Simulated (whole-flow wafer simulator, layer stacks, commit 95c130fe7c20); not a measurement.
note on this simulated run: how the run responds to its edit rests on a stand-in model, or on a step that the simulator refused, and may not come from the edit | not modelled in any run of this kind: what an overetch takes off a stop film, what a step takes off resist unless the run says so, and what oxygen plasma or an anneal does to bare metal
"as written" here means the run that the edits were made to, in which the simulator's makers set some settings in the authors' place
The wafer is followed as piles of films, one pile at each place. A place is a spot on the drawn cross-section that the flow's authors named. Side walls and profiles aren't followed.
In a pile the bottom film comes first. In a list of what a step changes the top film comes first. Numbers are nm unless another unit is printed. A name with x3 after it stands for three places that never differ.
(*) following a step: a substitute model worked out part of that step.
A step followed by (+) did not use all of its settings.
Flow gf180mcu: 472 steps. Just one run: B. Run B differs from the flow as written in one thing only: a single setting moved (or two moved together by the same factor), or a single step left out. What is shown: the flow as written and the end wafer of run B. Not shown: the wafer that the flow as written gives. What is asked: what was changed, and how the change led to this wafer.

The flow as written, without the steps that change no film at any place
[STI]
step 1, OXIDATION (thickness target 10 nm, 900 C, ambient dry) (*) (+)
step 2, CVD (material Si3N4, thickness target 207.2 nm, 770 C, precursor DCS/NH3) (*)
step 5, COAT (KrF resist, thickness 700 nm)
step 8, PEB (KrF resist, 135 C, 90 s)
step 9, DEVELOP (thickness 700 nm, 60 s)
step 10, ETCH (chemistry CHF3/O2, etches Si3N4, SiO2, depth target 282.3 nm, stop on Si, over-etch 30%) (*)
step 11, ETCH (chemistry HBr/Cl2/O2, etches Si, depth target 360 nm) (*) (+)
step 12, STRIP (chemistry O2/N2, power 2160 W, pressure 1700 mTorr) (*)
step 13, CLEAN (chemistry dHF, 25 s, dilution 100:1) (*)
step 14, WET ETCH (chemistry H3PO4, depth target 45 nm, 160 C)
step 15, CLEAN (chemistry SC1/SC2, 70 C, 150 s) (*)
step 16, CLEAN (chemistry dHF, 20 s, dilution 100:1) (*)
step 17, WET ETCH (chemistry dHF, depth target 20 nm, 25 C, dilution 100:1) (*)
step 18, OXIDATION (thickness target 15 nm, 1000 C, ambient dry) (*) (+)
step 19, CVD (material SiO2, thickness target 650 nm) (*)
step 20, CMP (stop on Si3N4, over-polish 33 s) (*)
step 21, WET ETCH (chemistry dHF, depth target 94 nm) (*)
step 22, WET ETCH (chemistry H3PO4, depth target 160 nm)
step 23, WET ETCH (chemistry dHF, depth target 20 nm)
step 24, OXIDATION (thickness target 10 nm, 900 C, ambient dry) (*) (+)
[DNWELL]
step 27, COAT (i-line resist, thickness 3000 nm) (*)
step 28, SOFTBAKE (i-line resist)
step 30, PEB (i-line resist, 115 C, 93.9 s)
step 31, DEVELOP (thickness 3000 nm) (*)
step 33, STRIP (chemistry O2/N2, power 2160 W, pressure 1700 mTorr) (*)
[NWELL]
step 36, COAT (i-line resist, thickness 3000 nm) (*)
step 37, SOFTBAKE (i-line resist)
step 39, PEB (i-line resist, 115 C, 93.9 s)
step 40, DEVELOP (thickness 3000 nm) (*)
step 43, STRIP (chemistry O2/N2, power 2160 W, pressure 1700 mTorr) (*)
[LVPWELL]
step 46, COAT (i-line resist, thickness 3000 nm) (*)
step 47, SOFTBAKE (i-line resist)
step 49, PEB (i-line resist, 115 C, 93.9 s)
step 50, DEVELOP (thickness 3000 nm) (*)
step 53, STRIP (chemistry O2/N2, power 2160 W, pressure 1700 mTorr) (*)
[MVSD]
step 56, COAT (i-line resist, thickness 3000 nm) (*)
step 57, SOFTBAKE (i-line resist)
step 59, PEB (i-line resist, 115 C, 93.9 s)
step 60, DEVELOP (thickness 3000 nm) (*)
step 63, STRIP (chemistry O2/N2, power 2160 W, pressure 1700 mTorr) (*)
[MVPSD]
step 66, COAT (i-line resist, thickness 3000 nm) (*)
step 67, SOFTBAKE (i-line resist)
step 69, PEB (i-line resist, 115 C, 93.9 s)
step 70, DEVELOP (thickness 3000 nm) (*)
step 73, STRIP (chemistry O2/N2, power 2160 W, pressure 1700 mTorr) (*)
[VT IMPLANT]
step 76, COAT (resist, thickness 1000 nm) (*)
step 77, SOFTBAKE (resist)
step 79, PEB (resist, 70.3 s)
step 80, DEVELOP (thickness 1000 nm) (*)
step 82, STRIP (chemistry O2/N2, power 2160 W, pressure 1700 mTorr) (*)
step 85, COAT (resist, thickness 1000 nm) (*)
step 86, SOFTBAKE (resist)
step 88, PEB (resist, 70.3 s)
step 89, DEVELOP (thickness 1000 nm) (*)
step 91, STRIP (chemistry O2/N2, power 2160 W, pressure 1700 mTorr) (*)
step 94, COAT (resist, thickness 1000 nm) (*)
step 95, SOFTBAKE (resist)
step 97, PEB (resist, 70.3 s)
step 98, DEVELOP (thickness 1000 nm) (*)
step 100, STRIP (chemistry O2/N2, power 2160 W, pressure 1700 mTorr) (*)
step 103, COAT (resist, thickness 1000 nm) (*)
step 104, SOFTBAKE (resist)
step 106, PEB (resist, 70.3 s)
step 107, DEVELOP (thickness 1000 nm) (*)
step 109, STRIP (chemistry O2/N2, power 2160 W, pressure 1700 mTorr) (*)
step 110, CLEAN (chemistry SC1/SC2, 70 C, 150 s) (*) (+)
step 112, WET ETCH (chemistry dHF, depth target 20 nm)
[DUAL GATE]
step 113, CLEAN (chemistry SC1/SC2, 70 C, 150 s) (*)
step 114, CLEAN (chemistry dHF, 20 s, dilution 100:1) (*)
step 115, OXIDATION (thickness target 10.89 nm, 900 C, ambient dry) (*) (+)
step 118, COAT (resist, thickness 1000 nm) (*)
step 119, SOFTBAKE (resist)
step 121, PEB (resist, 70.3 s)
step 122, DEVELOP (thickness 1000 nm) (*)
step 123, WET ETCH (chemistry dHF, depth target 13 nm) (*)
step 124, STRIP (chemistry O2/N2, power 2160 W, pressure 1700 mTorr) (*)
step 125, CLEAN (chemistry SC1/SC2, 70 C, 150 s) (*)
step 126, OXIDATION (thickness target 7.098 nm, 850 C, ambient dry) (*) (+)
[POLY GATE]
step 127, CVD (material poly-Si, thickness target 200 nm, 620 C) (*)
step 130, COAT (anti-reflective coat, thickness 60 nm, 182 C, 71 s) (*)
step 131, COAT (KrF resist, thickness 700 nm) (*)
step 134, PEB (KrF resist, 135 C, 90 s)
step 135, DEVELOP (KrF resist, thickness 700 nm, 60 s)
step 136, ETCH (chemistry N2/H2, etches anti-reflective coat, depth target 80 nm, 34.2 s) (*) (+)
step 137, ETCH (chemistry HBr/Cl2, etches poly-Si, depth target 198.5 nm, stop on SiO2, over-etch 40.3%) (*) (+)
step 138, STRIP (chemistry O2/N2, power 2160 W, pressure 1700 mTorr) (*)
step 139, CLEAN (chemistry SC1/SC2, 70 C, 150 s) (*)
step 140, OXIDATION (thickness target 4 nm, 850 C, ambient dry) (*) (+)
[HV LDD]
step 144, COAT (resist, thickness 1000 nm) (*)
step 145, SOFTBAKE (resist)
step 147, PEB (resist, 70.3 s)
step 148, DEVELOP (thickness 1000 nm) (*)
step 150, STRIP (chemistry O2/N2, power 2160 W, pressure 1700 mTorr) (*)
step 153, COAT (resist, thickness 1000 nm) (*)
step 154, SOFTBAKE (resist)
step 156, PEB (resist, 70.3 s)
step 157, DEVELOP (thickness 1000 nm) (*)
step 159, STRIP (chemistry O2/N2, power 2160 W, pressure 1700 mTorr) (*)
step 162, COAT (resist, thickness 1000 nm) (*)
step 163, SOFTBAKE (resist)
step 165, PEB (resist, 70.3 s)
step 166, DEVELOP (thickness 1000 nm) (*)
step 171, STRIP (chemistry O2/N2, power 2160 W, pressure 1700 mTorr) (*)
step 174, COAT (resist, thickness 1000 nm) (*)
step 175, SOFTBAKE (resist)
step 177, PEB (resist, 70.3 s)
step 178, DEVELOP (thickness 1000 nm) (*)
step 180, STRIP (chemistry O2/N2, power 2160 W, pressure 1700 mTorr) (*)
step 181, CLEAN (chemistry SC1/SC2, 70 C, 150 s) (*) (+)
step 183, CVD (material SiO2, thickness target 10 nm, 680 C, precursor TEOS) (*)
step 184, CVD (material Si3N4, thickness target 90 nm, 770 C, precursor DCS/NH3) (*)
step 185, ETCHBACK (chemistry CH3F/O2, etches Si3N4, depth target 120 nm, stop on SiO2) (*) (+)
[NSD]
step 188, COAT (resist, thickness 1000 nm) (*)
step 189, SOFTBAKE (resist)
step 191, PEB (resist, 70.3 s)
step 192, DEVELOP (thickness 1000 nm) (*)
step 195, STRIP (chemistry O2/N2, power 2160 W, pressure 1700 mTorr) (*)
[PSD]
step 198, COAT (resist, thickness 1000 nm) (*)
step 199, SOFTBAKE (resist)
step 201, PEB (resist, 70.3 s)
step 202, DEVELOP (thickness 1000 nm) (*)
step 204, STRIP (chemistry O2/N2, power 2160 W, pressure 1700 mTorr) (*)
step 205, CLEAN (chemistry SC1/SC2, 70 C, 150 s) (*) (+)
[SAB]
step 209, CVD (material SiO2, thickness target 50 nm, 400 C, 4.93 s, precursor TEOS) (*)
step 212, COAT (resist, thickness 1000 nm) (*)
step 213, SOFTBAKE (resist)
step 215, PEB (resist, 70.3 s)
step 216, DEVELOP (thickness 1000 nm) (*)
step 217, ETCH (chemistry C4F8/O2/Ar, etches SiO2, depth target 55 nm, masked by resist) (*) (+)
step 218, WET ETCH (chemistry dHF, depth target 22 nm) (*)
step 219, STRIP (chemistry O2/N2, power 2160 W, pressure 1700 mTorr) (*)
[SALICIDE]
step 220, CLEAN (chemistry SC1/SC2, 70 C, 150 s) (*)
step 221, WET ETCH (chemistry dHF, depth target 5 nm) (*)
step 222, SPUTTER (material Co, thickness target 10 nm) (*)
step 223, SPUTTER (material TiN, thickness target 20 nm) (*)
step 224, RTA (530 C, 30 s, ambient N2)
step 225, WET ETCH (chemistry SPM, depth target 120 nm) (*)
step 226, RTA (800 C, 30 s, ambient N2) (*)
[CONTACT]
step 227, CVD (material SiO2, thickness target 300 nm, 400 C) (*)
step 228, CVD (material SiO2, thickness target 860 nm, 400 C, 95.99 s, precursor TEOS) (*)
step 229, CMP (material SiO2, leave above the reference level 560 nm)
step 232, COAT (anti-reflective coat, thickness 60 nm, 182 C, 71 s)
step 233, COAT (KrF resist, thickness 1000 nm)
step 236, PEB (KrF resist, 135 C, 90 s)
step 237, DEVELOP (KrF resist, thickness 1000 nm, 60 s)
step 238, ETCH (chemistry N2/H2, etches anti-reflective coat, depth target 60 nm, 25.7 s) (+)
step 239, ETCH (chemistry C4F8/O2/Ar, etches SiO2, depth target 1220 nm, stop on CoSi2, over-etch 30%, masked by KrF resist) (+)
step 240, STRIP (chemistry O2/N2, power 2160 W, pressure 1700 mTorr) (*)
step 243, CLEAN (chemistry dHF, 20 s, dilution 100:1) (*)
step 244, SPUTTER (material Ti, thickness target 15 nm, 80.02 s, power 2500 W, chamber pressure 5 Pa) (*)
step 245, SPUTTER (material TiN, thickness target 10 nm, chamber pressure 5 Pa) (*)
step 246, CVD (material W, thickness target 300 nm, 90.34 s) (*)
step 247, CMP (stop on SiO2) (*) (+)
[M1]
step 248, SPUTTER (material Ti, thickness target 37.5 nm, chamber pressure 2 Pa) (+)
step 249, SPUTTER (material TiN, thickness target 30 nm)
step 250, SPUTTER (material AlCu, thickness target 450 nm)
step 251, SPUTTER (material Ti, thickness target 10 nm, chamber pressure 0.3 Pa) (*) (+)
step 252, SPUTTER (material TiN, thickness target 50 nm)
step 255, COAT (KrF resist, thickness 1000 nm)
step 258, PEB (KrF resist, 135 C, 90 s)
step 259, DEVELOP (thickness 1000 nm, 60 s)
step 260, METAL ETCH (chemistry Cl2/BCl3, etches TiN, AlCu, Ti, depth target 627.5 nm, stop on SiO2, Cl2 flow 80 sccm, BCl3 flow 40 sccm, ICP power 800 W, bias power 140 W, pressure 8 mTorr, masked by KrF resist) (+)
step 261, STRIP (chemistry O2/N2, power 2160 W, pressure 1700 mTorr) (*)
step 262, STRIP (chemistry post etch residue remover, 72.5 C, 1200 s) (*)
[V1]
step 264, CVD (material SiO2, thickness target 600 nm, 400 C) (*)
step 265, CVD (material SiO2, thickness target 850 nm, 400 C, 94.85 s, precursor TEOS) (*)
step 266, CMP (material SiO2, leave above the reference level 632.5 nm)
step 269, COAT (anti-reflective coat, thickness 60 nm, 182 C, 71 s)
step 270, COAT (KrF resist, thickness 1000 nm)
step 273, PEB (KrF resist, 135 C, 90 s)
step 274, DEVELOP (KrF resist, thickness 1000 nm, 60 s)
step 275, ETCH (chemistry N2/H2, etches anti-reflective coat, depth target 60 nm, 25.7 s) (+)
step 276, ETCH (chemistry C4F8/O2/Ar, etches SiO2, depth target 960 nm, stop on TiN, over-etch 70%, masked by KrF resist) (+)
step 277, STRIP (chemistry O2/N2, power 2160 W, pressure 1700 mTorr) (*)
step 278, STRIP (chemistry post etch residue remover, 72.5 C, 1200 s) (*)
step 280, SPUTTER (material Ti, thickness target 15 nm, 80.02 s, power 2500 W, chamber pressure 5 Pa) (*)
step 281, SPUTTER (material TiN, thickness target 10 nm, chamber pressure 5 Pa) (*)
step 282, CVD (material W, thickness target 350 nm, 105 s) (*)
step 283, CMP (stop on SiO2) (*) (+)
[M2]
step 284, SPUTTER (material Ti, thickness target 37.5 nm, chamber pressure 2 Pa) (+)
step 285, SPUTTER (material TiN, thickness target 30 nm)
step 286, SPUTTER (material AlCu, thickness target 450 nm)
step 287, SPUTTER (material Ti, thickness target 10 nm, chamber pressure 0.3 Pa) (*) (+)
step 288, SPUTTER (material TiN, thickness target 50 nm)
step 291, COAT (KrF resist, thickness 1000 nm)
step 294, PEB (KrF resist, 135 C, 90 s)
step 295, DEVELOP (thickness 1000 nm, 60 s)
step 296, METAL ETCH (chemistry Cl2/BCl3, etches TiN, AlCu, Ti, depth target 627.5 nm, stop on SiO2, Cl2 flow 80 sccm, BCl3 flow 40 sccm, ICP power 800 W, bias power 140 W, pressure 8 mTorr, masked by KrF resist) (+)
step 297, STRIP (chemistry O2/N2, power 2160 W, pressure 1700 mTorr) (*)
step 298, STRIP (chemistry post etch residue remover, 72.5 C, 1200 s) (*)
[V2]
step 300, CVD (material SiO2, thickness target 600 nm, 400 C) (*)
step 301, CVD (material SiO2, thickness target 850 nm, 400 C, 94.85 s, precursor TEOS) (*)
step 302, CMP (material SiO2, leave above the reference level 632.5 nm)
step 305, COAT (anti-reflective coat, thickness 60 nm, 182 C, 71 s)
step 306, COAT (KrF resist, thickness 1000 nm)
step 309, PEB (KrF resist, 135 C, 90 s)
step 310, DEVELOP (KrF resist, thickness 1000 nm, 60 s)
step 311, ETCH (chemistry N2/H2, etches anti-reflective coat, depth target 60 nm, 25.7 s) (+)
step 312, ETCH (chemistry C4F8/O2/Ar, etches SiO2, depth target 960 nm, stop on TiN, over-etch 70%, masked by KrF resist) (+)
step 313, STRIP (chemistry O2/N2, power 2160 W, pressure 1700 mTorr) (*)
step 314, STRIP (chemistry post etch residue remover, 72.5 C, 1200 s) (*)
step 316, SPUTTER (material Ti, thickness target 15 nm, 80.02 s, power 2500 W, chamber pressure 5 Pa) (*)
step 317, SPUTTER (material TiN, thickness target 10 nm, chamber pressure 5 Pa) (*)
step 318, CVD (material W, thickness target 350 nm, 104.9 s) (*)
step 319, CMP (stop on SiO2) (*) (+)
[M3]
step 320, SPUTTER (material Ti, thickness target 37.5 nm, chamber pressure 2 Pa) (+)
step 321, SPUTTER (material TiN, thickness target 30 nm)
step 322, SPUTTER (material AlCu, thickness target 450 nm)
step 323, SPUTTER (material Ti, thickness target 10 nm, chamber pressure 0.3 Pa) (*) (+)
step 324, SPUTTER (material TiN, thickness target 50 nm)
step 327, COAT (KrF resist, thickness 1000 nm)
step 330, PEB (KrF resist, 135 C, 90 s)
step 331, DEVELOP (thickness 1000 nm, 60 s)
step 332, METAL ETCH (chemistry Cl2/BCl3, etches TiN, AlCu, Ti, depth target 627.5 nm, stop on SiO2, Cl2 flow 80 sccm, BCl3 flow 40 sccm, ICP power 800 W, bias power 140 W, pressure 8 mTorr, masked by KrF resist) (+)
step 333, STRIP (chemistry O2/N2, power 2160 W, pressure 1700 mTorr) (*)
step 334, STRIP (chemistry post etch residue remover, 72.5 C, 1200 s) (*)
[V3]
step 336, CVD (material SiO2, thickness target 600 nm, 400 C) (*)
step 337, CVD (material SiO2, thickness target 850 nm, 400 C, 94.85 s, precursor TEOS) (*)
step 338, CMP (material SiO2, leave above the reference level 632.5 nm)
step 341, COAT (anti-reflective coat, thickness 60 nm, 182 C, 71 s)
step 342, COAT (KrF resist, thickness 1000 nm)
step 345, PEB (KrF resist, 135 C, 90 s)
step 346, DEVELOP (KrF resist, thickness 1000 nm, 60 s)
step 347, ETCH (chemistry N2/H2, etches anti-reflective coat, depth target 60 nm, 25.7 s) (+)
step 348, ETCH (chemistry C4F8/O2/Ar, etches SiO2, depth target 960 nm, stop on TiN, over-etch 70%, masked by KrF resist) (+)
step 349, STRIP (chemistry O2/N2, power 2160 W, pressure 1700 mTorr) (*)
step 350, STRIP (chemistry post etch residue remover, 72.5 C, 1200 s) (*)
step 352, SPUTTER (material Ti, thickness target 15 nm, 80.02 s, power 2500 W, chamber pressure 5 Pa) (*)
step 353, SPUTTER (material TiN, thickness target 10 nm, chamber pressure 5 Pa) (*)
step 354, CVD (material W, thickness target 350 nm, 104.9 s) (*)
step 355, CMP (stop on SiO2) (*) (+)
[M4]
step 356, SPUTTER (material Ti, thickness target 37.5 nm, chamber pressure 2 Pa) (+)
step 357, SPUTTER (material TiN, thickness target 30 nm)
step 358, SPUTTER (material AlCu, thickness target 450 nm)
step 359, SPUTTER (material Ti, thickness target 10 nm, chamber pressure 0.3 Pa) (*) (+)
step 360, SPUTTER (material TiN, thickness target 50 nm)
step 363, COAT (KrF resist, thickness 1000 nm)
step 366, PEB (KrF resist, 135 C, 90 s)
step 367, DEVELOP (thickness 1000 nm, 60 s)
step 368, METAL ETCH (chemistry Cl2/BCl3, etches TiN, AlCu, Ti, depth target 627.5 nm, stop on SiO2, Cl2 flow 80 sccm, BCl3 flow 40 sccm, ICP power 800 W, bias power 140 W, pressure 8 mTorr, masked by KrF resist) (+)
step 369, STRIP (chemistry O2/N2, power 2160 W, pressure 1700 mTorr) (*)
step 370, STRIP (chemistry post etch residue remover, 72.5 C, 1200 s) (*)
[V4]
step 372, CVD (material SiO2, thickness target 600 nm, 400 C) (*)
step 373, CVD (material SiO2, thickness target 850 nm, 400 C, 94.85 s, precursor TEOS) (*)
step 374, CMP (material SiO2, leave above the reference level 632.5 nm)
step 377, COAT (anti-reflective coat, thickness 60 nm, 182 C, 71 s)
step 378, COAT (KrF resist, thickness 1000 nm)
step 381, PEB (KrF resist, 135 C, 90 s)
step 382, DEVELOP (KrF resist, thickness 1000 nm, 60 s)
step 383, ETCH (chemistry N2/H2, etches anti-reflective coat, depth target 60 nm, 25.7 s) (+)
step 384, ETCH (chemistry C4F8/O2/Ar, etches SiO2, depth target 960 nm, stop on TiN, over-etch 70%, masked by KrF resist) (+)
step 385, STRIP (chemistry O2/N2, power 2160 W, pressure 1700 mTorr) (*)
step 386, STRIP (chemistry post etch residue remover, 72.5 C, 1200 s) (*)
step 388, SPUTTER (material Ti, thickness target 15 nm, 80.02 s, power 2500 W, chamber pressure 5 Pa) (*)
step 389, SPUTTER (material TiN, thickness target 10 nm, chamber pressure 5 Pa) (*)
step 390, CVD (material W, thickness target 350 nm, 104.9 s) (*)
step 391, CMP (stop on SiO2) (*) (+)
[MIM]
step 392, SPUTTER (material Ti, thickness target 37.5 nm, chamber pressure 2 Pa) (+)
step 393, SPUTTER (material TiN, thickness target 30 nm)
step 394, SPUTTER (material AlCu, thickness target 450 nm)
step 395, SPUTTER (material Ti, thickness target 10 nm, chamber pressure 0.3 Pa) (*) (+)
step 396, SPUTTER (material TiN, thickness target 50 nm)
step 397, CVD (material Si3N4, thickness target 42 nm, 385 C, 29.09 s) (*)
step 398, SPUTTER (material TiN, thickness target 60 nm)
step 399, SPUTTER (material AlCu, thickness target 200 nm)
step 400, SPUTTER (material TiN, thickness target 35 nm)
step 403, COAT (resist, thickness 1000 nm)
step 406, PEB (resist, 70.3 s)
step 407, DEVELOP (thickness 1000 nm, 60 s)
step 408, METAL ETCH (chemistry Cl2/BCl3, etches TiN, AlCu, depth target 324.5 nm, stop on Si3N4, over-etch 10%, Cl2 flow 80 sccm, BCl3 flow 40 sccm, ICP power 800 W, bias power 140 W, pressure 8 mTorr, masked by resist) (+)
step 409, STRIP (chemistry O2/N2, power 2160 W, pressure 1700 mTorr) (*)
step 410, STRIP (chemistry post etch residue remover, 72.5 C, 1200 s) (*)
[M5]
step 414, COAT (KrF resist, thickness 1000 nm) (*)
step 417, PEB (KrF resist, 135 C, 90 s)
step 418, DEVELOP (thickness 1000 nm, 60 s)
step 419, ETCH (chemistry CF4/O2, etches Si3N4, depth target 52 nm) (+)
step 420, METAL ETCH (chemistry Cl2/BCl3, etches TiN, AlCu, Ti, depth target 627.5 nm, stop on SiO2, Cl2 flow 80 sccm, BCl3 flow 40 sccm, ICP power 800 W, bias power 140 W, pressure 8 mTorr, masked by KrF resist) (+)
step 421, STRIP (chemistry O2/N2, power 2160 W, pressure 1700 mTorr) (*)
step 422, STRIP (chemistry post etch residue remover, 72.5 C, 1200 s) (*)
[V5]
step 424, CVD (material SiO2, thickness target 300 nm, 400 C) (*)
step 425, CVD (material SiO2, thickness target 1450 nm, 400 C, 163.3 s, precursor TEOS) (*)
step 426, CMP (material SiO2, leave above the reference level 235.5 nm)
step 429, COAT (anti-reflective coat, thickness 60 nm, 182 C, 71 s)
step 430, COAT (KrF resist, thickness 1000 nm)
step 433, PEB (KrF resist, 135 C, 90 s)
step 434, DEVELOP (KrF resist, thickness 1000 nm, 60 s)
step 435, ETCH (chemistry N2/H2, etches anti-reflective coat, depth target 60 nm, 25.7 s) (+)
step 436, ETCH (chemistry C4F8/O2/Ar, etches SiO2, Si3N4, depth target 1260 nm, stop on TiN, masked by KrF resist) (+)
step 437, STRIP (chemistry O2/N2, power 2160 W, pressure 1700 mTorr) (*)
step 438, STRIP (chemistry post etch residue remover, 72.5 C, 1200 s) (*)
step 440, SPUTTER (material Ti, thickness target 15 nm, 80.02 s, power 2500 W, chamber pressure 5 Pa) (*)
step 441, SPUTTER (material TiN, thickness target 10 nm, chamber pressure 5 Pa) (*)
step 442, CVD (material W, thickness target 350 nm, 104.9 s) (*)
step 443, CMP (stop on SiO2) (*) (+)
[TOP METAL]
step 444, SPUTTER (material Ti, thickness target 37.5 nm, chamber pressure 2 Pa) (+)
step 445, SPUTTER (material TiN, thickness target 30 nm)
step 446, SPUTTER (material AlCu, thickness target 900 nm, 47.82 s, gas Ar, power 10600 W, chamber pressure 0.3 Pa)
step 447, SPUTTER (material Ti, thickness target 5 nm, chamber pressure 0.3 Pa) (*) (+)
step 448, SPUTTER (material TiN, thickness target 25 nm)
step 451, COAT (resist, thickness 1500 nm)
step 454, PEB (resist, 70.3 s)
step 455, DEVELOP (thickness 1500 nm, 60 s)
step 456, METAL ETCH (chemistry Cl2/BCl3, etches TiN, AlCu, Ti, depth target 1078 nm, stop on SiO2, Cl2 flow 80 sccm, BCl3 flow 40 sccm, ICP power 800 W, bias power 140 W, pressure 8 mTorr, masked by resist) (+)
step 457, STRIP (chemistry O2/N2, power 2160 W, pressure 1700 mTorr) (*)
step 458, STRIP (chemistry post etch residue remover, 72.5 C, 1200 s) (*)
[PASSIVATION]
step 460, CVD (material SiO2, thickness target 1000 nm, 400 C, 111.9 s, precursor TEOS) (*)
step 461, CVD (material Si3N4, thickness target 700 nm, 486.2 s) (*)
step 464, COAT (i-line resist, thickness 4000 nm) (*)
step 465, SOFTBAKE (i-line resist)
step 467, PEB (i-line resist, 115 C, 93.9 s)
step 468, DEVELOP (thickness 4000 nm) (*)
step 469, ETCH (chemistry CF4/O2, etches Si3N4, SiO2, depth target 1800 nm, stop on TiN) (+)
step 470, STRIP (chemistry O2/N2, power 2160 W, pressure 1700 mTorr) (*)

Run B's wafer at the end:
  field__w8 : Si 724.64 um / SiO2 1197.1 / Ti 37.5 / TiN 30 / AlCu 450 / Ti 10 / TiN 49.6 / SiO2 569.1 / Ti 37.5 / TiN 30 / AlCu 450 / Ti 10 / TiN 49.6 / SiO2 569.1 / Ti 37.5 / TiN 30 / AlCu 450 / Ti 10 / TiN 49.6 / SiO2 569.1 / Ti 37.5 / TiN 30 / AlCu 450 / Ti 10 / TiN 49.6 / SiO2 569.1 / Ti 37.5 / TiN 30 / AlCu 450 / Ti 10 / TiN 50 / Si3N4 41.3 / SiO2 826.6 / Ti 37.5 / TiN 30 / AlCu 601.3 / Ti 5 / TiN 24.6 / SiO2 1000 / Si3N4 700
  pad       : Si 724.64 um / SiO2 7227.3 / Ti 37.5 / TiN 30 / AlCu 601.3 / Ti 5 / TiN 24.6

What caused this: step 446, SPUTTER: 32.28 s was run, while the flow as written has 47.82 s.

Step by step, how the change led to this:
  step 446, SPUTTER (material AlCu, thickness target 900 nm, 47.82 s, gas Ar, power 10600 W, chamber pressure 0.3 Pa)
      field, field__w1, field__w2 and 109 more: AlCu gains 601.3 (new film) (as written it would have been: AlCu gains 900 (new film))
  step 456, METAL ETCH (chemistry Cl2/BCl3, etches TiN, AlCu, Ti, depth target 1078 nm, stop on SiO2, Cl2 flow 80 sccm, BCl3 flow 40 sccm, ICP power 800 W, bias power 140 W, pressure 8 mTorr, masked by resist) (+)
      field, field__w1, field__w2 and 103 more: TiN loses 25 (all of it), Ti loses 5 (all of it), AlCu loses 601.3 (all of it), TiN loses 30 (all of it), Ti loses 37.5 (all of it) (as written it would have been: TiN loses 25 (all of it), Ti loses 5 (all of it), AlCu loses 900 (all of it), TiN loses 30 (all of it), Ti loses 37.5 (all of it))
      field__w8, contact, m1, m1__w1, pad, m1_nw: resist loses 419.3 (as written it would have been: resist loses 431)
  step 464, COAT (i-line resist, thickness 4000 nm) (*)
      field__w8: i-line resist gains 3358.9 (new film) (as written it would have been: i-line resist gains 3093.1 (new film))
      contact: i-line resist gains 3396.1 (new film) (as written it would have been: i-line resist gains 3153.6 (new film))
      (also at 4 further places)
  step 465, SOFTBAKE (i-line resist)
      gate: i-line resist loses 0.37 (as written it would have been: i-line resist gains 1.79)
      field__w11, field__w13: i-line resist gains 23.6 (as written it would have been: i-line resist gains 37.6)
      (also at 66 further places)
  step 467, PEB (i-line resist, 115 C, 93.9 s)
      field__w8, m1__w1: i-line resist loses 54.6 (as written it would have been: i-line resist loses 49.2)
      contact, m1: i-line resist loses 54.9 (as written it would have been: i-line resist loses 49.6)
      (also at 2 further places)
  step 468, DEVELOP (thickness 4000 nm) (*)
      pad: i-line resist loses 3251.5 (all of it) (as written it would have been: i-line resist loses 2960.4 (all of it))
  step 470, STRIP (chemistry O2/N2, power 2160 W, pressure 1700 mTorr) (*)
      field__w8, m1__w1: i-line resist loses 2062.3 (all of it) (as written it would have been: i-line resist loses 1775.9 (all of it))
      contact: i-line resist loses 2076.3 (all of it) (as written it would have been: i-line resist loses 1798.3 (all of it))
      (also at 2 further places)
